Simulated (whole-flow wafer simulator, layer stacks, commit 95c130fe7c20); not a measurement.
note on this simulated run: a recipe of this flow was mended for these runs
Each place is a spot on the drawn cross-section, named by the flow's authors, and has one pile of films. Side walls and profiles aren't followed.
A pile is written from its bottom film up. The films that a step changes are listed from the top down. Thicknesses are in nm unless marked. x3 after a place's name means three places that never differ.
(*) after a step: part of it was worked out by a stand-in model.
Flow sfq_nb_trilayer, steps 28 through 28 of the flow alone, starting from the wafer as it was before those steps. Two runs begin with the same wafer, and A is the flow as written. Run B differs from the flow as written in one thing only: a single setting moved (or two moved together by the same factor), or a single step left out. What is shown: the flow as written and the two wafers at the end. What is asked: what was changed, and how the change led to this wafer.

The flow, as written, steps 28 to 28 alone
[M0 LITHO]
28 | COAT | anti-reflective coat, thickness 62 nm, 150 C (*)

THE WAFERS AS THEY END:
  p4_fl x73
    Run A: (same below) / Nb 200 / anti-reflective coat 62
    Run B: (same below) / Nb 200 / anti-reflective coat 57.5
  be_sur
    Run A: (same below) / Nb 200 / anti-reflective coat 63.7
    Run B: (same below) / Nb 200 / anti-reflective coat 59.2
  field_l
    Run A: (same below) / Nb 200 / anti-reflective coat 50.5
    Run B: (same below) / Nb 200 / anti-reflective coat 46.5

The reason: step 28, COAT: thickness 57.5 nm was run, whereas the flow has thickness 62 nm.
The wafer itself shows it: p4_fl x73 has anti-reflective coat 57.5, and step 28 as written asks for 62 nm.

How this came from the change, step by step:
  28 | COAT | anti-reflective coat, thickness 62 nm, 150 C (*)
      p4_fl x73: A +62 anti-reflective coat (new film) | B +57.5 anti-reflective coat (new film)
      be_sur, gap, jj_sur and 9 more: A +63.7 anti-reflective coat (new film) | B +59.2 anti-reflective coat (new film)
      (as well as at 21 more places)
